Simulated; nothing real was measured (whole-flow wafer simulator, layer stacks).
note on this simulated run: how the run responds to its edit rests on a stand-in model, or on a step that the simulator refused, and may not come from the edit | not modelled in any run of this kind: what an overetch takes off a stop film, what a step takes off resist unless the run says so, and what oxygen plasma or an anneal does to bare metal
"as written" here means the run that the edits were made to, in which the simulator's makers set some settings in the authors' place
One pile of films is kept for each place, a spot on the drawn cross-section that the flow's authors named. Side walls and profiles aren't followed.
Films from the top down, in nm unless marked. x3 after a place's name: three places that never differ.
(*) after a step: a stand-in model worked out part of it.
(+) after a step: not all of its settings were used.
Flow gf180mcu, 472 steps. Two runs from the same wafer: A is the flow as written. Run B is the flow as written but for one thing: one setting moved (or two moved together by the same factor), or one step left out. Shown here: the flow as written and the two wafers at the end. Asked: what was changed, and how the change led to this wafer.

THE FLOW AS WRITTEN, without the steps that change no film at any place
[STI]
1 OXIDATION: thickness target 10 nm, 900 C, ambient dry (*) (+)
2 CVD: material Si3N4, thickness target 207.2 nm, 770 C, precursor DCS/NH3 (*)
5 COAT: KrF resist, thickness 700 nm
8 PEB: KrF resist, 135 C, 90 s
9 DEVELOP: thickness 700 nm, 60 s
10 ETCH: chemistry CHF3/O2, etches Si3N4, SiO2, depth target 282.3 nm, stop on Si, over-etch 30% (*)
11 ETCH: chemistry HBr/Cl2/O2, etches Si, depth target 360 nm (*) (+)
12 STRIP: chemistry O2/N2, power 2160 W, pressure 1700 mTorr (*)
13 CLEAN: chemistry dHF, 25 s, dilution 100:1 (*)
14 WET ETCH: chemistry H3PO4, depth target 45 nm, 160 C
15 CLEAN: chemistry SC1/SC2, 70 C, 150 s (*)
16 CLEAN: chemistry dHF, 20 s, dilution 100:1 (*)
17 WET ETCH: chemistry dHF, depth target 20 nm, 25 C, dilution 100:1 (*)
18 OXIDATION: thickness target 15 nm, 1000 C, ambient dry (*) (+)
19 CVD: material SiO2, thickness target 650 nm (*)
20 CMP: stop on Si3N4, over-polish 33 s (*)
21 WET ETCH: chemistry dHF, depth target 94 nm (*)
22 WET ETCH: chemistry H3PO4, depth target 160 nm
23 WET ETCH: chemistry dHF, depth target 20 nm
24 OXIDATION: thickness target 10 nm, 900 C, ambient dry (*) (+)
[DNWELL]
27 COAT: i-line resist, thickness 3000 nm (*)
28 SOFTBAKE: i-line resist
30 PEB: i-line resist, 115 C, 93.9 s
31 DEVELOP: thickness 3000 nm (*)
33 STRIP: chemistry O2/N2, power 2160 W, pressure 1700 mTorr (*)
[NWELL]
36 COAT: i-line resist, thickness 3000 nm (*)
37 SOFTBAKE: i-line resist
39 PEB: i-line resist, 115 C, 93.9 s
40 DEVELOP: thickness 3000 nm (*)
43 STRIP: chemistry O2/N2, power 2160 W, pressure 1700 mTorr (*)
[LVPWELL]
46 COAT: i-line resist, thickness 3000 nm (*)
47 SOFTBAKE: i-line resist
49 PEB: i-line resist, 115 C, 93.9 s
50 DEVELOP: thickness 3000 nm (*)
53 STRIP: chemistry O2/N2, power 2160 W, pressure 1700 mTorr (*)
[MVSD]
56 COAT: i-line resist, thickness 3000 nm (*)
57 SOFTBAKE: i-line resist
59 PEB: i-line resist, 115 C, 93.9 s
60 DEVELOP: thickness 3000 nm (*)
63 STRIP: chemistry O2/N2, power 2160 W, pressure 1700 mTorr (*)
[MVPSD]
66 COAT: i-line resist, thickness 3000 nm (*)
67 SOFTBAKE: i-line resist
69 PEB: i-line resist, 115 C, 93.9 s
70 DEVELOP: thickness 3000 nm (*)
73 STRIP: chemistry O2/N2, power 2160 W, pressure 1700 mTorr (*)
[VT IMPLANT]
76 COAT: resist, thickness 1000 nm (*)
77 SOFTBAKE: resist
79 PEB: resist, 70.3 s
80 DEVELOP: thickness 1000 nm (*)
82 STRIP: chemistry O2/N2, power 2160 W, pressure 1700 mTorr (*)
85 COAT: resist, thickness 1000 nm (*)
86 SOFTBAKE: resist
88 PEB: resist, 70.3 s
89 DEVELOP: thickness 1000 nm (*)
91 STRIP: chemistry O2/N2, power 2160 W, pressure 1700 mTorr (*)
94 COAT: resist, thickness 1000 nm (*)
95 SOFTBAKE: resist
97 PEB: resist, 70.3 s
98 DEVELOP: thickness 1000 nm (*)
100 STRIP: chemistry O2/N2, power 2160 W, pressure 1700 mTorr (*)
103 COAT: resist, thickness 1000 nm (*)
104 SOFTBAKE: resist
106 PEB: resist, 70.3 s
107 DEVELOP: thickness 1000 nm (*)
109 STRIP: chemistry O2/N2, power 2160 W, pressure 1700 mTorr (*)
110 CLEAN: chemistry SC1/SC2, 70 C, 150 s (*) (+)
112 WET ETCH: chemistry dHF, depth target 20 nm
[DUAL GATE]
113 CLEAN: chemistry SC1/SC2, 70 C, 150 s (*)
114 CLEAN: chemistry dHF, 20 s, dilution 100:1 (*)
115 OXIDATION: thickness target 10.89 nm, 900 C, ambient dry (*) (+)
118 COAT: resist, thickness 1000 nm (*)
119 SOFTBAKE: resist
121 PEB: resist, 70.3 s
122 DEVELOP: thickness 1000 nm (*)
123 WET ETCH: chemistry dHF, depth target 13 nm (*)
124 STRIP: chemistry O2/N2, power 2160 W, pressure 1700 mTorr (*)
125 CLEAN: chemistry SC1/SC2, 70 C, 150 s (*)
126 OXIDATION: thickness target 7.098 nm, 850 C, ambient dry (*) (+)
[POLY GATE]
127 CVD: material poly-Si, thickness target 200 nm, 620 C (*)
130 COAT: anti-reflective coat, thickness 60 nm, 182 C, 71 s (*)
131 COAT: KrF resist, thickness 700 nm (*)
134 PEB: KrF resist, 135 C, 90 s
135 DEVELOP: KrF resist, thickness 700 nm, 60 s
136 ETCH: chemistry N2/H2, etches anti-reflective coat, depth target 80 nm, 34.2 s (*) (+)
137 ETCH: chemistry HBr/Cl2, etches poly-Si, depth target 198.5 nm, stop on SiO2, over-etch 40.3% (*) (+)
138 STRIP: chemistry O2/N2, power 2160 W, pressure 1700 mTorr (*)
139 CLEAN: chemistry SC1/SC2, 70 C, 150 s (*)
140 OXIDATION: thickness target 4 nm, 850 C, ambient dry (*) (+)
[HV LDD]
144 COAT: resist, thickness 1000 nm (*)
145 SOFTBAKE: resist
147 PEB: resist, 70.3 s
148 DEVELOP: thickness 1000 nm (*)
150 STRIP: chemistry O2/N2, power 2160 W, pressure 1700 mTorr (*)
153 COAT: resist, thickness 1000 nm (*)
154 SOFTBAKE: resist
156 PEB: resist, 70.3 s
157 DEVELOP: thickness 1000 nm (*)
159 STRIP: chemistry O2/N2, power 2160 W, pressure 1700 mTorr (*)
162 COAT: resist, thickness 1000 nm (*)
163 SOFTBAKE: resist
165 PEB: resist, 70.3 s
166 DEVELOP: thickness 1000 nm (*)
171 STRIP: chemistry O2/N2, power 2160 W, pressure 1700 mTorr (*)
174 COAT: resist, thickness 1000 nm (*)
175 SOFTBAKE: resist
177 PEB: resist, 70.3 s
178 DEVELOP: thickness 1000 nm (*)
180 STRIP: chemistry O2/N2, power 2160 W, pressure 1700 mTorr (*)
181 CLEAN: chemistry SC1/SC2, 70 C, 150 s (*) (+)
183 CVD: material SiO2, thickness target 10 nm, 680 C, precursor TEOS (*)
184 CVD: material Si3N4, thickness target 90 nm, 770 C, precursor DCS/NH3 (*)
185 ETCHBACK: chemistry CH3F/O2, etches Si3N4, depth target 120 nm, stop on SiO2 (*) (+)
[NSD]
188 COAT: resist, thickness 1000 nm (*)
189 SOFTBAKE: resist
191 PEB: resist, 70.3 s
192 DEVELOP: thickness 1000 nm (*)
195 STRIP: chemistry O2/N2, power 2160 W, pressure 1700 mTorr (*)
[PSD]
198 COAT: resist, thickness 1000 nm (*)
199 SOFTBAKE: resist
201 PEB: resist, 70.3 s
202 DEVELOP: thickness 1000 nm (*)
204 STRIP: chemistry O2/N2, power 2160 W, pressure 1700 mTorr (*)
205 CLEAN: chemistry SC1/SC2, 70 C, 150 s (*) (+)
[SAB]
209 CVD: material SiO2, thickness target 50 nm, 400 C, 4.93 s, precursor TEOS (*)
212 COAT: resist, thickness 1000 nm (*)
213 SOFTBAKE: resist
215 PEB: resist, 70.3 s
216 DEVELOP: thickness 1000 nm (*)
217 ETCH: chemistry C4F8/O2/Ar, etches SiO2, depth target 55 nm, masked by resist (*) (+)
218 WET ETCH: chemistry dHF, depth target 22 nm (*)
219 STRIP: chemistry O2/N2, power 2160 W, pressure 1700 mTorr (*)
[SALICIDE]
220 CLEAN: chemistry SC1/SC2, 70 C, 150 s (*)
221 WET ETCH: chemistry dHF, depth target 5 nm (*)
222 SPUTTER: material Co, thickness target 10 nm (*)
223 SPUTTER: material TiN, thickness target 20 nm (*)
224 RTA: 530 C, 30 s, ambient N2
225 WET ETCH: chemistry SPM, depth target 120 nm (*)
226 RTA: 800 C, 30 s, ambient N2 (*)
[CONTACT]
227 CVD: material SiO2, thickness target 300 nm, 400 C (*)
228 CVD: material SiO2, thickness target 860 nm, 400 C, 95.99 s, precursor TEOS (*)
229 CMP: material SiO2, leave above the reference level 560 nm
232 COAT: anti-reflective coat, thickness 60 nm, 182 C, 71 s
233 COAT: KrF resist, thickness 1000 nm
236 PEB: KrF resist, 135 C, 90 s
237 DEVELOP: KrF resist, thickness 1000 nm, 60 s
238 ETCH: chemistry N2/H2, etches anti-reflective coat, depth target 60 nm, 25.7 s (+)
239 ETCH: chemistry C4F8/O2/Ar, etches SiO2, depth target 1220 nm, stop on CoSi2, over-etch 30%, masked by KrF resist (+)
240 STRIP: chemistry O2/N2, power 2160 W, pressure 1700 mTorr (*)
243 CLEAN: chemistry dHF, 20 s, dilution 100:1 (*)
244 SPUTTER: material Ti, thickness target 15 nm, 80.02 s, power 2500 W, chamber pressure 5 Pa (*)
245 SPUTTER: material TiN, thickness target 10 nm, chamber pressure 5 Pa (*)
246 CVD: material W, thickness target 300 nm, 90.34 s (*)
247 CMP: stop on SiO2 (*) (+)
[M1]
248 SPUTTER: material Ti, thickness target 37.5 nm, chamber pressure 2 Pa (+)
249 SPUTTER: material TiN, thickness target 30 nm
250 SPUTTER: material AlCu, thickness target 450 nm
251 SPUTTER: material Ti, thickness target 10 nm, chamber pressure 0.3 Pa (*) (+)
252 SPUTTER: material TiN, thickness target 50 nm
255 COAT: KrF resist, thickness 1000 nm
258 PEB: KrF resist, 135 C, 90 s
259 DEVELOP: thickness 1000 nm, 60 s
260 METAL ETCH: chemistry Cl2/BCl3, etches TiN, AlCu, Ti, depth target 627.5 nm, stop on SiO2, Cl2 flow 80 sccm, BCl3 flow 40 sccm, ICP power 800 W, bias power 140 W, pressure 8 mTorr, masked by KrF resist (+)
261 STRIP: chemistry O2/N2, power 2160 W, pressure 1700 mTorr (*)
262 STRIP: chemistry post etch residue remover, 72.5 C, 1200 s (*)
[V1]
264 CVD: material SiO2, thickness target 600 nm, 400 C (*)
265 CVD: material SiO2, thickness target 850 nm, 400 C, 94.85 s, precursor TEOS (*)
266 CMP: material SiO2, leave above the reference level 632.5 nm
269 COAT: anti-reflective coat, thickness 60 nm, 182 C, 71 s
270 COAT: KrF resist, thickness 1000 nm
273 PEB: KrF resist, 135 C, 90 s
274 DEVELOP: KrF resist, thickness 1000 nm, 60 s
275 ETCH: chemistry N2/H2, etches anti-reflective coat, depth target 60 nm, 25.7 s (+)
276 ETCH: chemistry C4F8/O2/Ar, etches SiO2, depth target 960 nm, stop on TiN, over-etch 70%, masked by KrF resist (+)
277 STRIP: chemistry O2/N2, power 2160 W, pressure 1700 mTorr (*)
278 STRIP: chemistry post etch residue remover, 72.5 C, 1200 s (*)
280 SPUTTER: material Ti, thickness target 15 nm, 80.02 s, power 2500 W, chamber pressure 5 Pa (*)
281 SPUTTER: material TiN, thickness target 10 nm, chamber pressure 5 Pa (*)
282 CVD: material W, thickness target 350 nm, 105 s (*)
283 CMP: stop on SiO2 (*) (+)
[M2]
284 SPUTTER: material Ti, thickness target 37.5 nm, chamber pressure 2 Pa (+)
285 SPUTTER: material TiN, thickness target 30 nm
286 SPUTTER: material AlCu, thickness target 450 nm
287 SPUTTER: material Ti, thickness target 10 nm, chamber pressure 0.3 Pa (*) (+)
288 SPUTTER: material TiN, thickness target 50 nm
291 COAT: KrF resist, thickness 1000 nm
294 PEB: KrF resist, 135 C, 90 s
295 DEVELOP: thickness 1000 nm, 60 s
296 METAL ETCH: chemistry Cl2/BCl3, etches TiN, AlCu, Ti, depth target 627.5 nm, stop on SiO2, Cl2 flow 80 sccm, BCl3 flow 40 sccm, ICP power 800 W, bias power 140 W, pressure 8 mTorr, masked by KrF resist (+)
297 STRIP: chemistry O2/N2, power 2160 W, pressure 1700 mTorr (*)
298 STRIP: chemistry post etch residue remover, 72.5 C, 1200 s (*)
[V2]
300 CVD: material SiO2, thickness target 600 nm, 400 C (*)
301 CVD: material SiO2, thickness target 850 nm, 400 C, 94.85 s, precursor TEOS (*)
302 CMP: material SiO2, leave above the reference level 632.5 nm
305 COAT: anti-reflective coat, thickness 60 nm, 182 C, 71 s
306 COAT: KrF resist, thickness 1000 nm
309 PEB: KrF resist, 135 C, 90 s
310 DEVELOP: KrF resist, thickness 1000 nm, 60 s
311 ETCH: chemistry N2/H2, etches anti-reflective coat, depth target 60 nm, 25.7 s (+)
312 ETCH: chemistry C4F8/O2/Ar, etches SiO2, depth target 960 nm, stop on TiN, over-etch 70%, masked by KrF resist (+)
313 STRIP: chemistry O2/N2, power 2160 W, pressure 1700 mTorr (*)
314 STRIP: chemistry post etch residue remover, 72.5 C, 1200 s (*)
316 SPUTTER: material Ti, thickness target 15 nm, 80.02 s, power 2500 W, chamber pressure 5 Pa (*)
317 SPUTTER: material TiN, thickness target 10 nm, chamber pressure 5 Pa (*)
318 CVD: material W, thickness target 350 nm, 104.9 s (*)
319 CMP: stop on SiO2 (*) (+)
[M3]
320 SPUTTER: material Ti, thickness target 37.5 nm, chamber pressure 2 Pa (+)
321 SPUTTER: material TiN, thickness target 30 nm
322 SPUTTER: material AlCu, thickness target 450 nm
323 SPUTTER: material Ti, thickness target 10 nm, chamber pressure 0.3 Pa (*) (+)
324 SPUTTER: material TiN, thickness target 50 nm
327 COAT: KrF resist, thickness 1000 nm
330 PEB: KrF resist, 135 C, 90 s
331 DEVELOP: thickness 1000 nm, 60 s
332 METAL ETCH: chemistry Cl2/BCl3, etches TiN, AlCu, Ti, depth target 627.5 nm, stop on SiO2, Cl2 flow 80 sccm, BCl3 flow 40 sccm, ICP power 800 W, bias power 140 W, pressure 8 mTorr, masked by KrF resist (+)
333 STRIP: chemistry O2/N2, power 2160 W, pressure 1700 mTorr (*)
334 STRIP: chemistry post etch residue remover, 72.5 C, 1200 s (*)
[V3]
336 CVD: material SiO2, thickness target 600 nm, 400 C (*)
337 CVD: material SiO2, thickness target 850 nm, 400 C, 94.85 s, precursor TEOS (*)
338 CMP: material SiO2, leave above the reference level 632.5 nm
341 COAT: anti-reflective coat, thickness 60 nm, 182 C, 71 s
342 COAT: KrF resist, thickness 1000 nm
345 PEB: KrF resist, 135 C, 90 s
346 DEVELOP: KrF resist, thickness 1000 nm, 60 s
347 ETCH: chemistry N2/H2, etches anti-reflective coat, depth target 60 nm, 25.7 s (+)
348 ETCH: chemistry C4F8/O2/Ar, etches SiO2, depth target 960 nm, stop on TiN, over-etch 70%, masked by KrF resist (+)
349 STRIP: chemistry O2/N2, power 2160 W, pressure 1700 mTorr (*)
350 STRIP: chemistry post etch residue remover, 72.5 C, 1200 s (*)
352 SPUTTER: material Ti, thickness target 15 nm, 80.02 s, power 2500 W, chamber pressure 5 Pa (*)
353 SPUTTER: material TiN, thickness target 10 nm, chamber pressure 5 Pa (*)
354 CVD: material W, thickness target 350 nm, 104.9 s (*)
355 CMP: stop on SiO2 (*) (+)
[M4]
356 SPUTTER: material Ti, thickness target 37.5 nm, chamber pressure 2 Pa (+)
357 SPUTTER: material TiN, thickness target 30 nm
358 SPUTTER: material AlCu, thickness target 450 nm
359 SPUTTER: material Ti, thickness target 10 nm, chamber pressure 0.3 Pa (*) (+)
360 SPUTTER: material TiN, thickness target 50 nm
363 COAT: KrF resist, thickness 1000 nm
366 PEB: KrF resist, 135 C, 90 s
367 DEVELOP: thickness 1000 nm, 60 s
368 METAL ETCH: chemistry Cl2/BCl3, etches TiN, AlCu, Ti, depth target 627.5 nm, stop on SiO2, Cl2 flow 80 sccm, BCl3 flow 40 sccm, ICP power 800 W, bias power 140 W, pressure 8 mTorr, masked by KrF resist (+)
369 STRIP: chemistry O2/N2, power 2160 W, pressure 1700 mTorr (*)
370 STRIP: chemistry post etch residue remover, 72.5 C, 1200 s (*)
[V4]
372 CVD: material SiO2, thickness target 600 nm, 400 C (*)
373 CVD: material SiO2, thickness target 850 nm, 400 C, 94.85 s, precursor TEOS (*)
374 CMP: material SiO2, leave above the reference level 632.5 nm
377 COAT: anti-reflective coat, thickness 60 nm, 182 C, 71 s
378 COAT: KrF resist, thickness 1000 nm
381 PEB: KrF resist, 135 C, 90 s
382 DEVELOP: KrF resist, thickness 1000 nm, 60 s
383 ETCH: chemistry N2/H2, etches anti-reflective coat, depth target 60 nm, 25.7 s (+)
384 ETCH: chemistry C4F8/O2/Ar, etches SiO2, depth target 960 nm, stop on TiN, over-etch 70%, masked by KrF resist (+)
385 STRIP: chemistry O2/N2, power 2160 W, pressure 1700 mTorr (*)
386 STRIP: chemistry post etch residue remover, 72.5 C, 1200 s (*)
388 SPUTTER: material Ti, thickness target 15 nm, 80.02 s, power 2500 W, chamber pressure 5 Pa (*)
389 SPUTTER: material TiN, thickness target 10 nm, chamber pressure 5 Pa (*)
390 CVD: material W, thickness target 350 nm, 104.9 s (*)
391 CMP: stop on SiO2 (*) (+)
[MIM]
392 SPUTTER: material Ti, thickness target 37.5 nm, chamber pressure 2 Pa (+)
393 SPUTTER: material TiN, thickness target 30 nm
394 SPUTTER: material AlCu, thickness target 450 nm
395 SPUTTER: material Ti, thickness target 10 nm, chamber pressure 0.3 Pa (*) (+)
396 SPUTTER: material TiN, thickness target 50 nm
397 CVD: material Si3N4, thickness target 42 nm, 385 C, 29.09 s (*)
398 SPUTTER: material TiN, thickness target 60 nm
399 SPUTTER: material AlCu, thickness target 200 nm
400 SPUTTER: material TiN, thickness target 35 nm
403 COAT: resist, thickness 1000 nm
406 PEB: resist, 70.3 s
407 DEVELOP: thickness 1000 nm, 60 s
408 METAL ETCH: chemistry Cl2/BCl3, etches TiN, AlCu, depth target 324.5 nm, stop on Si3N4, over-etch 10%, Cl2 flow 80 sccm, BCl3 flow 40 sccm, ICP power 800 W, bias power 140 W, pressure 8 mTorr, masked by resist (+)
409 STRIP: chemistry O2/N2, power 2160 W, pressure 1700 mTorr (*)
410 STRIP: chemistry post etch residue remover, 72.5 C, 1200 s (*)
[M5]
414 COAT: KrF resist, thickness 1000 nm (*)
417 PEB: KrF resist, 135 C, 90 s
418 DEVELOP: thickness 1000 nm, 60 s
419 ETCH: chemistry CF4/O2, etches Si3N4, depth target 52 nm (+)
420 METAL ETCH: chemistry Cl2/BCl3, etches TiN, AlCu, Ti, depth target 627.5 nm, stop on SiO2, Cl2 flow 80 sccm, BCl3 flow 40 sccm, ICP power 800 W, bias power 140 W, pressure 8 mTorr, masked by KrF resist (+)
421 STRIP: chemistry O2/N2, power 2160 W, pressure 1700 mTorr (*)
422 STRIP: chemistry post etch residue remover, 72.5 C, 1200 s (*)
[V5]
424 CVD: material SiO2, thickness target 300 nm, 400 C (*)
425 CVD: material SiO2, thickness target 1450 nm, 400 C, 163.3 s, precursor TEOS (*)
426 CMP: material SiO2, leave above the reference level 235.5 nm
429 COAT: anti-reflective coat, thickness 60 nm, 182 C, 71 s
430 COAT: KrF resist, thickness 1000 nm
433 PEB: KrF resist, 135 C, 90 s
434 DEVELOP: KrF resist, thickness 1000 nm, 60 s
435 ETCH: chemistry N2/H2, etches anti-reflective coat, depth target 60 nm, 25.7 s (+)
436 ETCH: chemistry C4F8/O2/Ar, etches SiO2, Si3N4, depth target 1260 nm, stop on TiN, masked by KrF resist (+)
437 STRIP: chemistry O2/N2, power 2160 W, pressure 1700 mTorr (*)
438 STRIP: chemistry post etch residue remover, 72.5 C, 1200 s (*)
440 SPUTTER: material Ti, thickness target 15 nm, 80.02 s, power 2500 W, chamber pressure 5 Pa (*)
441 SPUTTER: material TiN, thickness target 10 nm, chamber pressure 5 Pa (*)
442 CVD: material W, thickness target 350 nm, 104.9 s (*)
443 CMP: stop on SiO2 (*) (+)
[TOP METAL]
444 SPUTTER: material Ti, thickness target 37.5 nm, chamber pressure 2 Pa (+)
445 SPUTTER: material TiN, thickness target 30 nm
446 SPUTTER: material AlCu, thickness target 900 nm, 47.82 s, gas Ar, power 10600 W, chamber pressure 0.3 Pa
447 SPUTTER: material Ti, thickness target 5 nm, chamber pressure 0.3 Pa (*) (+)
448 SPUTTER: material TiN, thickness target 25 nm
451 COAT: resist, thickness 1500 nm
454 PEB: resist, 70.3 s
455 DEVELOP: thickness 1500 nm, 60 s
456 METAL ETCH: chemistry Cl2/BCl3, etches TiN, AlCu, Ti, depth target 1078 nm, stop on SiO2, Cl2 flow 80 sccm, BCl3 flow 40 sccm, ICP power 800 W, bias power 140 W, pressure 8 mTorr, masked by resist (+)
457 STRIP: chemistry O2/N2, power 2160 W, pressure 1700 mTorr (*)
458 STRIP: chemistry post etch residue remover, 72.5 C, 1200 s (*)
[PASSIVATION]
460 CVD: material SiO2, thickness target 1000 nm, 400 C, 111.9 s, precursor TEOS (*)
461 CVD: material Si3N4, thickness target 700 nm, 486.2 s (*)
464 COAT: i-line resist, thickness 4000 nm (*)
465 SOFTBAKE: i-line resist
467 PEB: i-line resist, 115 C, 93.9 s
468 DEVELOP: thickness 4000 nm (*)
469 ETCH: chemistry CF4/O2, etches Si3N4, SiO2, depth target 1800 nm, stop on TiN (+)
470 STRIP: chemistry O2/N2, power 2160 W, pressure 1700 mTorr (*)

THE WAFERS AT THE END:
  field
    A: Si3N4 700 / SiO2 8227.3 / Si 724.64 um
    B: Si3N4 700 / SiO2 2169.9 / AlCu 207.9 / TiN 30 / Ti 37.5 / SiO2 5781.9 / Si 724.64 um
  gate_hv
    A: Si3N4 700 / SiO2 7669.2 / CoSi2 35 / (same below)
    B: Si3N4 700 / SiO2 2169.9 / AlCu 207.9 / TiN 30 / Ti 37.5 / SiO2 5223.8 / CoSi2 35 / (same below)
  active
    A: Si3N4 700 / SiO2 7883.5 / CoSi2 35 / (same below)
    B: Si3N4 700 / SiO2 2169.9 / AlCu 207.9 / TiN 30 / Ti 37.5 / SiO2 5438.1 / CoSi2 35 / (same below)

The cause: step 420, METAL ETCH: depth target 294.9 nm was run, where the flow has depth target 627.5 nm.

How the change led to this, step by step:
  420 METAL ETCH: chemistry Cl2/BCl3, etches TiN, AlCu, Ti, depth target 627.5 nm, stop on SiO2, Cl2 flow 80 sccm, BCl3 flow 40 sccm, ICP power 800 W, bias power 140 W, pressure 8 mTorr, masked by KrF resist (+)
      field, field__w1, field__w2 and 101 more: A TiN -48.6 (all of it), Ti -10 (all of it), AlCu -450 (all of it), TiN -30 (all of it), Ti -37.5 (all of it) | B TiN -48.6 (all of it), Ti -10 (all of it), AlCu -236.3
      field__w4, field__w8, contact, m1, m1__w1, mim, mim_1p0, m1_nw: A KrF resist -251 | B KrF resist -118
  421 STRIP: chemistry O2/N2, power 2160 W, pressure 1700 mTorr (*)
      field__w8, m1__w1: A KrF resist -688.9 (all of it) | B KrF resist -821.9 (all of it)
      field__w4: A KrF resist -731.6 (all of it) | B KrF resist -864.7 (all of it)
      (and at 5 more places)
  422 STRIP: chemistry post etch residue remover, 72.5 C, 1200 s (*)
      field, field__w1, field__w2 and 101 more: A nothing | B AlCu -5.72
  424 CVD: material SiO2, thickness target 300 nm, 400 C (*)
      field, field__w1, field__w2 and 101 more: A SiO2 +300 | B SiO2 +300 (new film)
  426 CMP: material SiO2, leave above the reference level 235.5 nm
      field, field__w1, field__w5 and 92 more: A SiO2 -300.8 | B SiO2 -576.3
      field__w2, field__w3, field__w12 and 6 more: A SiO2 -272.7 | B SiO2 -560.7
Counting metal films that touch as one body, field has 1 body; the flow as written gives 0 bodies.
Counting metal films that touch as one body, gate_hv has 2 bodies (between them, from the top down: SiO2 5223.8); the flow as written gives 1 body.
Counting metal films that touch as one body, active has 2 bodies (between them, from the top down: SiO2 5438.1); the flow as written gives 1 body.
